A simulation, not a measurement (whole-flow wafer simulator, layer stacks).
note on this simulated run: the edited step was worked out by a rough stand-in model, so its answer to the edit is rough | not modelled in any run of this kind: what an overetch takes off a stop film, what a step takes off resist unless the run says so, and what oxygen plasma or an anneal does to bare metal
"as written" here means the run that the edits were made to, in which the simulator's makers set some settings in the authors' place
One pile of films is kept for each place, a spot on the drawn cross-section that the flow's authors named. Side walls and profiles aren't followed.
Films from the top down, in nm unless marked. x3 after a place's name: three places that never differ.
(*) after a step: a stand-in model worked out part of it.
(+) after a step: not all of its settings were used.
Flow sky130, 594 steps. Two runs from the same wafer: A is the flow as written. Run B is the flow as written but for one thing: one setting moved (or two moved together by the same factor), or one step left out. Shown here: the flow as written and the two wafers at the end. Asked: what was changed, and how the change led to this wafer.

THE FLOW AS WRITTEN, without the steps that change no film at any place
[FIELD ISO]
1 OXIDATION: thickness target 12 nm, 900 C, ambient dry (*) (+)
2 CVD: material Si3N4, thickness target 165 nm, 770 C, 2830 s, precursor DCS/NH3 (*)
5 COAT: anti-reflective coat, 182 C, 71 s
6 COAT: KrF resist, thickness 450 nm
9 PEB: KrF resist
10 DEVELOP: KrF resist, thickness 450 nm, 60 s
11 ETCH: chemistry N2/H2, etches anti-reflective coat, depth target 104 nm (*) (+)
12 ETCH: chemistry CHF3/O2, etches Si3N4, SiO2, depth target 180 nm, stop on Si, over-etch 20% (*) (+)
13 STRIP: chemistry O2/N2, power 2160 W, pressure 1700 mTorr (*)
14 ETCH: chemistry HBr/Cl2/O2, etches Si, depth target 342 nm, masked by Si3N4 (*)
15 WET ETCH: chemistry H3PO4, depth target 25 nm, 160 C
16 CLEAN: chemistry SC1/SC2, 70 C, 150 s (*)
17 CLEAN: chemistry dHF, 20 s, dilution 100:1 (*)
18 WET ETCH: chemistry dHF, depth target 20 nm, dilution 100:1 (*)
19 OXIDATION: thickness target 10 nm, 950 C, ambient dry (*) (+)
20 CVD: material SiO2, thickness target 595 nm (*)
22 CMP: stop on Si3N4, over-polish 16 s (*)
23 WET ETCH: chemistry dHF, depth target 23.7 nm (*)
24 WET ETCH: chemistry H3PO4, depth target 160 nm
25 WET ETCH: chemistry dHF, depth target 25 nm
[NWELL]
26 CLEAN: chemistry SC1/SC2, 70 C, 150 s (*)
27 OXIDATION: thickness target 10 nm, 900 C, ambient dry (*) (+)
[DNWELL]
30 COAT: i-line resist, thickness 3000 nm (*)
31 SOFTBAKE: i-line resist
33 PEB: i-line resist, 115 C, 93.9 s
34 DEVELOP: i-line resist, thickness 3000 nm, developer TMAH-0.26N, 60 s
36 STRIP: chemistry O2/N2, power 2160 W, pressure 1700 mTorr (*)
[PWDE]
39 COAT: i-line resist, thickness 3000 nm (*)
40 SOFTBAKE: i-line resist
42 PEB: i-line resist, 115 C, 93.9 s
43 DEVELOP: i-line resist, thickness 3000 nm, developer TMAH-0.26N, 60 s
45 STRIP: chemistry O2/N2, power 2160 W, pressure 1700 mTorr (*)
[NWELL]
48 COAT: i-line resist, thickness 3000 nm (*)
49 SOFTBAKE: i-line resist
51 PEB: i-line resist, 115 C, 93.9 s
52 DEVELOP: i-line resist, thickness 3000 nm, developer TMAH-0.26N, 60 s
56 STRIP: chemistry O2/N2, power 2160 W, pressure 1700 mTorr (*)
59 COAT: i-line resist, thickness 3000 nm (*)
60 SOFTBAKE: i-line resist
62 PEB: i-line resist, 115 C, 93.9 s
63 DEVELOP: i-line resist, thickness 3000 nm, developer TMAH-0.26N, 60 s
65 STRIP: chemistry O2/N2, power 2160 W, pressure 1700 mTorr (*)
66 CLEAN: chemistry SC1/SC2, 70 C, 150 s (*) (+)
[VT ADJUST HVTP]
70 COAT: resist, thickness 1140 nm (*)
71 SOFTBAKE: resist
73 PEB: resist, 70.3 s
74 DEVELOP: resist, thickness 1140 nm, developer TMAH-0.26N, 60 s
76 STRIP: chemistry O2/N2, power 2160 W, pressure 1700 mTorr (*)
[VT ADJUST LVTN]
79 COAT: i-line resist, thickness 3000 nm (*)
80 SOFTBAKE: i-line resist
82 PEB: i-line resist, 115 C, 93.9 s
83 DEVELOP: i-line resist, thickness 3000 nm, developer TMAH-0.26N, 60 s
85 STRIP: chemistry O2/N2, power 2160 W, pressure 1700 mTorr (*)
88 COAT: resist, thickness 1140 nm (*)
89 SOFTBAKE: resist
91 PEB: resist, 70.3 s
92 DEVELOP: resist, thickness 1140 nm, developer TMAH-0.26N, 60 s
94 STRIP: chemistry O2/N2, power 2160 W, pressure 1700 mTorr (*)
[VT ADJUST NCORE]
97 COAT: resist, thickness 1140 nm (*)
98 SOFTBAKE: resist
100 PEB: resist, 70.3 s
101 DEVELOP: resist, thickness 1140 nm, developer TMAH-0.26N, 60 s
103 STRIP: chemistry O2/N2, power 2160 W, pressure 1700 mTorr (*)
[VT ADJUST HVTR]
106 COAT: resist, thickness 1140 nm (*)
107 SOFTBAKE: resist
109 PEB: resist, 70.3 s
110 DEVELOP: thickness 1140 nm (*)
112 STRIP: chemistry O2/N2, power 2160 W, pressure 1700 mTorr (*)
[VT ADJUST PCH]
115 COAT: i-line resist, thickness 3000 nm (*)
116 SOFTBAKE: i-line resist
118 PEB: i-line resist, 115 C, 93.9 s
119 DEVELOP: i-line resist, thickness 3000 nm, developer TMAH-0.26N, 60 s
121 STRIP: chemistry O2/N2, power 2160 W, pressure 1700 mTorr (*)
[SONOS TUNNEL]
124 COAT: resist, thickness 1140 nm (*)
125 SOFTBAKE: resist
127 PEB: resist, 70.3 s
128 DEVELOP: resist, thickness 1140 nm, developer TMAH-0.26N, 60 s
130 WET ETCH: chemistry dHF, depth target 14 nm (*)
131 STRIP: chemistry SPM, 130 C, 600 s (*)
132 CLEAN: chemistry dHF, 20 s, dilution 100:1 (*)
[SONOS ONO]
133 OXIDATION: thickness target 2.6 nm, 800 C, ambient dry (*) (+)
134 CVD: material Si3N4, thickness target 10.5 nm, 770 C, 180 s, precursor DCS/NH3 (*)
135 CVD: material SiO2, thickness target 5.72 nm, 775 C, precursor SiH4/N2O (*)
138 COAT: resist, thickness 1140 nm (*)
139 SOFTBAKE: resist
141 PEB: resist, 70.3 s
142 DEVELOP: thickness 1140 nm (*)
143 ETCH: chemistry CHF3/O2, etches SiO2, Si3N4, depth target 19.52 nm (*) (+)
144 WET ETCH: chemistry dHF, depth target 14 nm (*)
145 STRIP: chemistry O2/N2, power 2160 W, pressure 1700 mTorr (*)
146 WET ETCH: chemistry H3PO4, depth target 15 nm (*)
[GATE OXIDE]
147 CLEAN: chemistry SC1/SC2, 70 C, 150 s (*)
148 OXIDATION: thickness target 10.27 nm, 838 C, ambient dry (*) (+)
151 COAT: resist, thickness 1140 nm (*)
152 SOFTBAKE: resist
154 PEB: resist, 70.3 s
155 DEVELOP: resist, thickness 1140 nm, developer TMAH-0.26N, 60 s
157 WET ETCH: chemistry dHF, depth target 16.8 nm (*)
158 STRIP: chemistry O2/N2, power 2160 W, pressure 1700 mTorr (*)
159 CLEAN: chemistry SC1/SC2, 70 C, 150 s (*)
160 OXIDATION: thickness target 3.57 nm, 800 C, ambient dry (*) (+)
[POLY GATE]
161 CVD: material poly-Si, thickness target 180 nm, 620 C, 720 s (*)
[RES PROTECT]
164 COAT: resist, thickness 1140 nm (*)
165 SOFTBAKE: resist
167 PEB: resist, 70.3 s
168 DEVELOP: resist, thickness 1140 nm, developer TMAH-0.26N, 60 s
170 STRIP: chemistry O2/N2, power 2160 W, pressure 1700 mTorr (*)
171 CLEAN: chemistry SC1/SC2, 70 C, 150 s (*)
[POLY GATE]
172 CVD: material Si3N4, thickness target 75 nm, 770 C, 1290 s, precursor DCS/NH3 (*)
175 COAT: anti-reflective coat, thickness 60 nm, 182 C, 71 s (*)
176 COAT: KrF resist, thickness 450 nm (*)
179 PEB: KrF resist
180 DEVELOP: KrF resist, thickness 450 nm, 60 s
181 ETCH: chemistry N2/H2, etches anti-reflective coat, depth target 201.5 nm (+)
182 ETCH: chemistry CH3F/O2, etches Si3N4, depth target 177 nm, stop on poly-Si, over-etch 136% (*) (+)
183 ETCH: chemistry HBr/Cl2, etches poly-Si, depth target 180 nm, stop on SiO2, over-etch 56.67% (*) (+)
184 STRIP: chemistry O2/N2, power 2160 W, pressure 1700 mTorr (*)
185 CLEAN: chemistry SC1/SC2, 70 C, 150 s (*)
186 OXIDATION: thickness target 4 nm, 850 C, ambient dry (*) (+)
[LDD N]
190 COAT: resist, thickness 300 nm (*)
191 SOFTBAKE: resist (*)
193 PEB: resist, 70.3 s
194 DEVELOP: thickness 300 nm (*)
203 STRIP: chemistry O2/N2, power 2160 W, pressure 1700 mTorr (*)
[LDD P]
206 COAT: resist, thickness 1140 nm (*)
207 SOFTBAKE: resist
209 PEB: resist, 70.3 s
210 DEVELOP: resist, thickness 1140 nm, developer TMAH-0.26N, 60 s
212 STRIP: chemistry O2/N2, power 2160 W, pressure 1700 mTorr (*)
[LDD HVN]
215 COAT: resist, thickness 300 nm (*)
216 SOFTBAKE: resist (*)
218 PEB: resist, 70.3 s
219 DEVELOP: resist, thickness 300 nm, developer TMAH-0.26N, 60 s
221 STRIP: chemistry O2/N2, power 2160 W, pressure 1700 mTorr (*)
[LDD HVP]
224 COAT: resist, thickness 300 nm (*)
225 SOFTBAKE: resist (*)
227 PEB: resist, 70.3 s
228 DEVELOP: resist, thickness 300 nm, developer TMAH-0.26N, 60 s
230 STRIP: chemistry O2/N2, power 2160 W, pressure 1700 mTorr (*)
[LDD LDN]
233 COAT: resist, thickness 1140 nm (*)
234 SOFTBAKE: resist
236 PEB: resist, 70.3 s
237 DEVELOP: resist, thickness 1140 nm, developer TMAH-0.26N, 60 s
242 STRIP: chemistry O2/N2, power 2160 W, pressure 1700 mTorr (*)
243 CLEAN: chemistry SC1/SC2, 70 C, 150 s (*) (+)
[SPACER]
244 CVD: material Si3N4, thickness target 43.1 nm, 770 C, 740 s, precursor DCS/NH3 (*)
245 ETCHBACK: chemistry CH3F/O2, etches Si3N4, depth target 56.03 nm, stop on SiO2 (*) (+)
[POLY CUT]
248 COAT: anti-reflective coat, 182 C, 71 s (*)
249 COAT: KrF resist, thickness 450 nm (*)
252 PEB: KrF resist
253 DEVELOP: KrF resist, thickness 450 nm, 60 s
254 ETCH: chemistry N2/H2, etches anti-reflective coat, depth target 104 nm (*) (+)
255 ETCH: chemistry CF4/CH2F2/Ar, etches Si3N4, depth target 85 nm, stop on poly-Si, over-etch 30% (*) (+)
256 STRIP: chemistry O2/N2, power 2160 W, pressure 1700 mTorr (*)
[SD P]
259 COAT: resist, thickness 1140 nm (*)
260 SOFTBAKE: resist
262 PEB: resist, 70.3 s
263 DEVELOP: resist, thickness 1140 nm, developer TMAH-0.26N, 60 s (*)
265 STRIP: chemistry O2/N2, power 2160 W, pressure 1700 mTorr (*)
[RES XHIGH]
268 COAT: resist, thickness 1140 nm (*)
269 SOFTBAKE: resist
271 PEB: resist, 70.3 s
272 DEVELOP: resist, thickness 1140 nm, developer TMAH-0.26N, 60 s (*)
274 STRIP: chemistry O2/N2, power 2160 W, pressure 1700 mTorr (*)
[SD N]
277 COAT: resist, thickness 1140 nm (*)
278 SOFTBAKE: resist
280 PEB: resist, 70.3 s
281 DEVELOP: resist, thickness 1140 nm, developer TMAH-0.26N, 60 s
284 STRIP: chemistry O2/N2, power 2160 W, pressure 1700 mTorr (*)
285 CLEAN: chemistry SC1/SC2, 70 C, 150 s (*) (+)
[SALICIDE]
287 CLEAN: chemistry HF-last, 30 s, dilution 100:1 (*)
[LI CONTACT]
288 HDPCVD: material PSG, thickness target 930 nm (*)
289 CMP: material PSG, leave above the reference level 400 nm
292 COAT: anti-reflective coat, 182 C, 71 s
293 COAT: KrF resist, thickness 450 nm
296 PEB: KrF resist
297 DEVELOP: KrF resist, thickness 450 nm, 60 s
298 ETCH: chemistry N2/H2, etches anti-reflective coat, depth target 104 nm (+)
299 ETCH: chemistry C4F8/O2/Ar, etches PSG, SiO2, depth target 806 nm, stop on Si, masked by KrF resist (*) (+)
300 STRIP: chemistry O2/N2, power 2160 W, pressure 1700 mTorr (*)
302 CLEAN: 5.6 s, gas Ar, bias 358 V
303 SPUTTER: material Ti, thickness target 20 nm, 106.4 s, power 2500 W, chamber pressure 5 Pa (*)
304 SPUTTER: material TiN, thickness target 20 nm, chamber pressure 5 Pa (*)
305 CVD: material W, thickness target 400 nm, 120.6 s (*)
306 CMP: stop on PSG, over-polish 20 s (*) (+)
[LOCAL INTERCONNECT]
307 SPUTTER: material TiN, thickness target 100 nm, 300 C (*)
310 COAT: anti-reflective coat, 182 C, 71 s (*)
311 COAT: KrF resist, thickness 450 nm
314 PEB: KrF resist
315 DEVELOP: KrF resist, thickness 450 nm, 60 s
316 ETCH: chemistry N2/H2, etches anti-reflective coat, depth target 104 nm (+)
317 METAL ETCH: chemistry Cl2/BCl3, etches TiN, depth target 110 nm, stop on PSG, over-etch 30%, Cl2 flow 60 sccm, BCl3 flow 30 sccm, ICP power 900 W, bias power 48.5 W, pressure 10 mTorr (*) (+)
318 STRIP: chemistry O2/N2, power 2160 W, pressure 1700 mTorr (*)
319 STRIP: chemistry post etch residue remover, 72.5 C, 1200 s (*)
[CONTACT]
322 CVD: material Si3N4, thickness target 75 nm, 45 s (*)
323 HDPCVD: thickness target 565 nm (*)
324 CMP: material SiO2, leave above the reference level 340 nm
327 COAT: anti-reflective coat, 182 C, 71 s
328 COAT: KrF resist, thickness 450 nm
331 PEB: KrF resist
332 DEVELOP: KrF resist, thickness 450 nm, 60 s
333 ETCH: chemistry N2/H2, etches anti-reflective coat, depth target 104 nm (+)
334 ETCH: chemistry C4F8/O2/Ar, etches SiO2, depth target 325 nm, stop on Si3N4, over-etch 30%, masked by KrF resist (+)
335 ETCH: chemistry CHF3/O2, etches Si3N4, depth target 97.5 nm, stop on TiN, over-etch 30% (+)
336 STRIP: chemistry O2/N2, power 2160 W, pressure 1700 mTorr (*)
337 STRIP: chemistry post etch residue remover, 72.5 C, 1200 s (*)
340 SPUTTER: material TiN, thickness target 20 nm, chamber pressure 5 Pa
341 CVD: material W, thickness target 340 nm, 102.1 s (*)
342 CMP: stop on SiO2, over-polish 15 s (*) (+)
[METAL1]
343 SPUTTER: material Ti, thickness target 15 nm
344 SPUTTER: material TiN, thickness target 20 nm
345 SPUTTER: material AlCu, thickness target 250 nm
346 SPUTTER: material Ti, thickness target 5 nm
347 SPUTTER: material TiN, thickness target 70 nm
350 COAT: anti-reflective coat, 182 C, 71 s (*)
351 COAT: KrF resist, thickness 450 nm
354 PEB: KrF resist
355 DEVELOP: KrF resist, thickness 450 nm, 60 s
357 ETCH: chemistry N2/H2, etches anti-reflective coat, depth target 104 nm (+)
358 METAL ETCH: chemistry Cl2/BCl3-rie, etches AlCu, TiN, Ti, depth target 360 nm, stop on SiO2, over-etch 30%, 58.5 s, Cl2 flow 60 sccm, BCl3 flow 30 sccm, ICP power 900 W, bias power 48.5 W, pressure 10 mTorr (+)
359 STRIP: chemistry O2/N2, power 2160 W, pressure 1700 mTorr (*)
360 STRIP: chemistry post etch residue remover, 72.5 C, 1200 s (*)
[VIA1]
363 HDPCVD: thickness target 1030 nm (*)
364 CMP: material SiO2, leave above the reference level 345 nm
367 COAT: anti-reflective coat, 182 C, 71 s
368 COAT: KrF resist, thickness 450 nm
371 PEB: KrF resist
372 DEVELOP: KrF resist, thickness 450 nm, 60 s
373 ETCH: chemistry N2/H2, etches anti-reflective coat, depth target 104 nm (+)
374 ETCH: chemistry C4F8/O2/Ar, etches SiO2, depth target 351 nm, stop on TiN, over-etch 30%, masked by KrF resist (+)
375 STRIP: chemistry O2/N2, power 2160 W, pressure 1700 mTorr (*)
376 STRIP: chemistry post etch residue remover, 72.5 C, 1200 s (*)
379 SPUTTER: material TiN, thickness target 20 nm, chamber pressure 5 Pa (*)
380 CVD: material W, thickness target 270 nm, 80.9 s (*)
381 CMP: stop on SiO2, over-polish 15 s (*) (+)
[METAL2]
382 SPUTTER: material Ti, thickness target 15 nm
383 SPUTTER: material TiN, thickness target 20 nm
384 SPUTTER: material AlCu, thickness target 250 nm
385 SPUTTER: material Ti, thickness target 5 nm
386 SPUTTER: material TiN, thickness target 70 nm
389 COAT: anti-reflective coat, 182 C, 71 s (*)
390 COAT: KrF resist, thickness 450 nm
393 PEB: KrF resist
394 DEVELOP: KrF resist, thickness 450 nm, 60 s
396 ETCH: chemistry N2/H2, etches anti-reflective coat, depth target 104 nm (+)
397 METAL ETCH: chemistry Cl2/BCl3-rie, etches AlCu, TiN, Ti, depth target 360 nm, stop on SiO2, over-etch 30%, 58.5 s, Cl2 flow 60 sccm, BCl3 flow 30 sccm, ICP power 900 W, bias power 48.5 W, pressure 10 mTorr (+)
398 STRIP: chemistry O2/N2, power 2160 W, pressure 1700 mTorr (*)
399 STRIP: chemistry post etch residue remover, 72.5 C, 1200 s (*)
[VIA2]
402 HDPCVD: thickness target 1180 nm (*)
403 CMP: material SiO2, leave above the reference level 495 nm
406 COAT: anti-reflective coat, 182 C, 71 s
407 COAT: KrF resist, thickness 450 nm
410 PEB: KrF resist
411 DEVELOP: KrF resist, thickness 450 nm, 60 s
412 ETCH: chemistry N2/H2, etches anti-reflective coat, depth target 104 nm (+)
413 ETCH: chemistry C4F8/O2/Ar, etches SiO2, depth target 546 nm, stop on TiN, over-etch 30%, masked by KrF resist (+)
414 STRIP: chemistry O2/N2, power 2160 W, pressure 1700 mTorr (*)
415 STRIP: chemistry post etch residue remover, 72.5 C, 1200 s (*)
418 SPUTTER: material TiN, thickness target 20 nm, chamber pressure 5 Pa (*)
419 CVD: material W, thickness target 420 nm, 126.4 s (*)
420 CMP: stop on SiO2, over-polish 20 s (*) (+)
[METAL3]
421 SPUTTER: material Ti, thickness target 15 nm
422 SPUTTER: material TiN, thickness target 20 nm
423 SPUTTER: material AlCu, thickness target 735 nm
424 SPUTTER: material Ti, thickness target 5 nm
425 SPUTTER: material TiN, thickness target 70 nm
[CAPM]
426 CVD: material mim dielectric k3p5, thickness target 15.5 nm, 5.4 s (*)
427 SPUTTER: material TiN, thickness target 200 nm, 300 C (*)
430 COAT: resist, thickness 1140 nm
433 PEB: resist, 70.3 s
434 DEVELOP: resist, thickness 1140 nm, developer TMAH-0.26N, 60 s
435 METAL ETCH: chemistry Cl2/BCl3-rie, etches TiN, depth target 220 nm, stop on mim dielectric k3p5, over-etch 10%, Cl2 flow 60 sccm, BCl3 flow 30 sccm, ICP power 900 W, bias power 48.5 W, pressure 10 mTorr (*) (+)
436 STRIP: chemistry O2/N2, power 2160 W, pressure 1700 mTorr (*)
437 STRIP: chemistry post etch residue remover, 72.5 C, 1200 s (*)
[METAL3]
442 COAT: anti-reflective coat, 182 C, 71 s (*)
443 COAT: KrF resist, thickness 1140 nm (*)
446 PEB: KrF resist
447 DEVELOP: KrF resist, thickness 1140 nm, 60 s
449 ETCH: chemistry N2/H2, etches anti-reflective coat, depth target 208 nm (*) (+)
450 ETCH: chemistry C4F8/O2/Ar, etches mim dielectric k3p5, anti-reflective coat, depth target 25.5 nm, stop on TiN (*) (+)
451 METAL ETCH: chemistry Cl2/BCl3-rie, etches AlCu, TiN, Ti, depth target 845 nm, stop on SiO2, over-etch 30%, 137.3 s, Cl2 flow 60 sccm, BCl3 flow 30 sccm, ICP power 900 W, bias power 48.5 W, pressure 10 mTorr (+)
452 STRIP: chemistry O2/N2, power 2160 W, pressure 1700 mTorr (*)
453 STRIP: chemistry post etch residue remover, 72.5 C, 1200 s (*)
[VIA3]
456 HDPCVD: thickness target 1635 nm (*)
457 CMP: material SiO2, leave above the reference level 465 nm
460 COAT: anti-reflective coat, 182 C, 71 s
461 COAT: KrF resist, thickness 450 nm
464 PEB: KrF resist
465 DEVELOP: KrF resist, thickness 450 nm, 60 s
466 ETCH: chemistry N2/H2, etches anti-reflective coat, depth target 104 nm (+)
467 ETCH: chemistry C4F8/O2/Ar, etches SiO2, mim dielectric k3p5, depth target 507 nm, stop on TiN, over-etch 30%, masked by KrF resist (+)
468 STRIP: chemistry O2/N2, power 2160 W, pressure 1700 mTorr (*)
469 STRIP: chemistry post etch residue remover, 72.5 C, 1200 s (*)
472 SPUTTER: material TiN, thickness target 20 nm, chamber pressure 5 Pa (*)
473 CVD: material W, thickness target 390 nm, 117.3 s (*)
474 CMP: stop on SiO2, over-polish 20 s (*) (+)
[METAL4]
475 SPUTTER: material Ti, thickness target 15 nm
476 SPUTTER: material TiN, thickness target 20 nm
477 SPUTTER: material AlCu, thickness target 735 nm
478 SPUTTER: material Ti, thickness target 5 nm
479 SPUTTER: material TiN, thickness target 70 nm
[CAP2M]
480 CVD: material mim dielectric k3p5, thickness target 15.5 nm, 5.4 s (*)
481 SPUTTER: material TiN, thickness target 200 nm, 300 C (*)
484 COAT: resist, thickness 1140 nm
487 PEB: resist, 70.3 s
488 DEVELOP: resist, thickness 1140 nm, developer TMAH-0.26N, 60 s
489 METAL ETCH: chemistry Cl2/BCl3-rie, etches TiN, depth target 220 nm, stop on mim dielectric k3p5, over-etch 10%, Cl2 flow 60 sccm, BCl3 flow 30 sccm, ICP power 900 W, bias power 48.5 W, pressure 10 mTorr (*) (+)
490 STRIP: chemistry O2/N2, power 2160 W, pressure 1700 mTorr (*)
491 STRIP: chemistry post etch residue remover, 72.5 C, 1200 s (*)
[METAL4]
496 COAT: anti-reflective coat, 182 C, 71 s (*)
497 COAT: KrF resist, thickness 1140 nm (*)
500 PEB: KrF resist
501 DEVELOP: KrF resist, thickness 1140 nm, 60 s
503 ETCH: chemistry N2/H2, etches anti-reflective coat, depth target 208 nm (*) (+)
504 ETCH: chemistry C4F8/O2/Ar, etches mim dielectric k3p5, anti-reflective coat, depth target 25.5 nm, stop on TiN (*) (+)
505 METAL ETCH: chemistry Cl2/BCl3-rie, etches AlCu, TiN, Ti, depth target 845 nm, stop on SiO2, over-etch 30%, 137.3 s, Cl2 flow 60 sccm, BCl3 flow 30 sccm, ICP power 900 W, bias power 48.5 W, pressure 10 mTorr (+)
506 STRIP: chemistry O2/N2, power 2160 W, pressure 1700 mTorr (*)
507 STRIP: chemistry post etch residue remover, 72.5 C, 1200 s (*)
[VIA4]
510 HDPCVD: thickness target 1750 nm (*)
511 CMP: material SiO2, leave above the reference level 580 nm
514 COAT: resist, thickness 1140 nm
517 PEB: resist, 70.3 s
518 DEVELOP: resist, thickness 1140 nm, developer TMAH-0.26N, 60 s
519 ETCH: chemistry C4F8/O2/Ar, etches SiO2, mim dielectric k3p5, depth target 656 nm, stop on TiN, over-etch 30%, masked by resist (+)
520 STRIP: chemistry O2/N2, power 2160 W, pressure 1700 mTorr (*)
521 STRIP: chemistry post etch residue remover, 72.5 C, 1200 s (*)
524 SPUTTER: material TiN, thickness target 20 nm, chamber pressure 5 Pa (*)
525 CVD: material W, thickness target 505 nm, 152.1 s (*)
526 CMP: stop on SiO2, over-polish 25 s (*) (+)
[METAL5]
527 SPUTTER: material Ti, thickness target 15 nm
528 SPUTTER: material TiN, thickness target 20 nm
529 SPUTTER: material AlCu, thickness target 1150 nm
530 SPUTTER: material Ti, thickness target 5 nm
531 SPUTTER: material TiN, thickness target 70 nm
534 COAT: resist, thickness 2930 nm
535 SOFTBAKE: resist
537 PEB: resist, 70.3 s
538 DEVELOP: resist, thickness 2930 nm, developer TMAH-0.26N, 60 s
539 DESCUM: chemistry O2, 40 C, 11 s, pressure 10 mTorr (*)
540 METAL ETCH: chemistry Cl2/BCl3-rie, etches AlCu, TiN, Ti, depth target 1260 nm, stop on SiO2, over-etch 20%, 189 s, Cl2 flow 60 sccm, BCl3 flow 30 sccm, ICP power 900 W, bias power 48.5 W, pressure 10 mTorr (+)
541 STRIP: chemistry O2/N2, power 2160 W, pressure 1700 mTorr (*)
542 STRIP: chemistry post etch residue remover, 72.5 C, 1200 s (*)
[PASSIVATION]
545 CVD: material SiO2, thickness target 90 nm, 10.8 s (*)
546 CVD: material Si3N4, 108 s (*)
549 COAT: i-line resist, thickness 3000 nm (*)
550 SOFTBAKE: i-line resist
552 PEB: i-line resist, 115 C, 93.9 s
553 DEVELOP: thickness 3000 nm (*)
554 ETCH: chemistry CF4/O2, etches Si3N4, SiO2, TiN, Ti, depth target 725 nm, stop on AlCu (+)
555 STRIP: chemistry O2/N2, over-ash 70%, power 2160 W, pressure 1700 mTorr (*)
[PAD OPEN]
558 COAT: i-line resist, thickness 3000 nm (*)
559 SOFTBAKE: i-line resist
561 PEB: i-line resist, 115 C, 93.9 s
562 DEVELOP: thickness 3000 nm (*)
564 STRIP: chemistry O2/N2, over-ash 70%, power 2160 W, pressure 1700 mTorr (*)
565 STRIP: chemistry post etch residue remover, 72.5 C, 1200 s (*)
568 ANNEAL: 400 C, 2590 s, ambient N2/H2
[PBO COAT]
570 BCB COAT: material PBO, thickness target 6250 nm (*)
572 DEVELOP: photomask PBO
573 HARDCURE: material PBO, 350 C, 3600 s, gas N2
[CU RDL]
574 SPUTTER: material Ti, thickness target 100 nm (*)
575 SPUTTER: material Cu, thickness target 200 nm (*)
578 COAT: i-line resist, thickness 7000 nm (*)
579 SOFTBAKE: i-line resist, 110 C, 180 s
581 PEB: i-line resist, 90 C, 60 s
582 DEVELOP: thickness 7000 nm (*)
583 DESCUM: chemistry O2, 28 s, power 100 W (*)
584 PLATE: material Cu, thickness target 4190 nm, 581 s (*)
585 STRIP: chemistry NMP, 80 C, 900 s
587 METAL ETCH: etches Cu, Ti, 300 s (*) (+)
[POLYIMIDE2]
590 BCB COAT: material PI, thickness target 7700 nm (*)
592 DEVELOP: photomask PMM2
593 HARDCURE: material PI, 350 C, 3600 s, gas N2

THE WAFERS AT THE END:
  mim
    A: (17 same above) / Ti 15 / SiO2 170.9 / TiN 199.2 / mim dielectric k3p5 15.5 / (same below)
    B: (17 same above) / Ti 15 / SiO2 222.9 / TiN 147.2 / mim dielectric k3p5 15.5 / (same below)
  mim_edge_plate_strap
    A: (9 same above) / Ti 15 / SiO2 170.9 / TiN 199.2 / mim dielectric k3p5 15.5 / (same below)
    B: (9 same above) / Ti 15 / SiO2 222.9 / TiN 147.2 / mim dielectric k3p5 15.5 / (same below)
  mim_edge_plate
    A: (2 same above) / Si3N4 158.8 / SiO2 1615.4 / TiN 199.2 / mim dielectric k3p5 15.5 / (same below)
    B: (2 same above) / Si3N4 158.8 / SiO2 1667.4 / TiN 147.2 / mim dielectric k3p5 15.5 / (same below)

The cause: step 427, SPUTTER: thickness target 148 nm was run, where the flow has thickness target 200 nm.

How the change led to this, step by step:
  427 SPUTTER: material TiN, thickness target 200 nm, 300 C (*)
      field, active, n_well and 188 more: A TiN +200 (new film) | B TiN +148 (new film)
  435 METAL ETCH: chemistry Cl2/BCl3-rie, etches TiN, depth target 220 nm, stop on mim dielectric k3p5, over-etch 10%, Cl2 flow 60 sccm, BCl3 flow 30 sccm, ICP power 900 W, bias power 48.5 W, pressure 10 mTorr (*) (+)
      field, active, n_well and 185 more: A TiN -200 (all of it) | B TiN -148 (all of it)
      mim, mim_edge_plate_strap, mim_edge_plate: A resist -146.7 | B resist -108.5
  436 STRIP: chemistry O2/N2, power 2160 W, pressure 1700 mTorr (*)
      mim, mim_edge_plate_strap, mim_edge_plate: A resist -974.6 (all of it) | B resist -1012.7 (all of it)
  442 COAT: anti-reflective coat, 182 C, 71 s (*)
      rpm_encl, rpm_encl_psd, rpm_encl_urpm: A anti-reflective coat +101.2 (new film) | B anti-reflective coat +104 (new film)
      poly_licon, rpo_hd_licon: A anti-reflective coat +57.6 (new film) | B anti-reflective coat +71.9 (new film)
      (and at 6 more places)
  443 COAT: KrF resist, thickness 1140 nm (*)
      mim_edge_plate_strap, mim_edge_plate: A KrF resist +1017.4 (new film) | B KrF resist +1069.4 (new film)
      mim: A KrF resist +1025.5 (new film) | B KrF resist +1071.2 (new film)
  449 ETCH: chemistry N2/H2, etches anti-reflective coat, depth target 208 nm (*) (+)
      rpm_encl, rpm_encl_psd, rpm_encl_urpm: A anti-reflective coat -101.2 (all of it) | B anti-reflective coat -104 (all of it)
      poly_licon, rpo_hd_licon: A anti-reflective coat -57.6 (all of it) | B anti-reflective coat -71.9 (all of it)
      (and at 3 more places)
  452 STRIP: chemistry O2/N2, power 2160 W, pressure 1700 mTorr (*)
      mim_edge_plate_strap, mim_edge_plate: A KrF resist -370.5 (all of it), anti-reflective coat -3 (all of it) | B KrF resist -422.4 (all of it), anti-reflective coat -3 (all of it)
      mim: A KrF resist -378.7 (all of it), anti-reflective coat -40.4 (all of it) | B KrF resist -424.3 (all of it), anti-reflective coat -30.6 (all of it)
      (and at 2 more places)
  457 CMP: material SiO2, leave above the reference level 465 nm
      mim, mim_edge_plate_strap, mim_edge_plate: A SiO2 -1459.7 | B SiO2 -1407.7
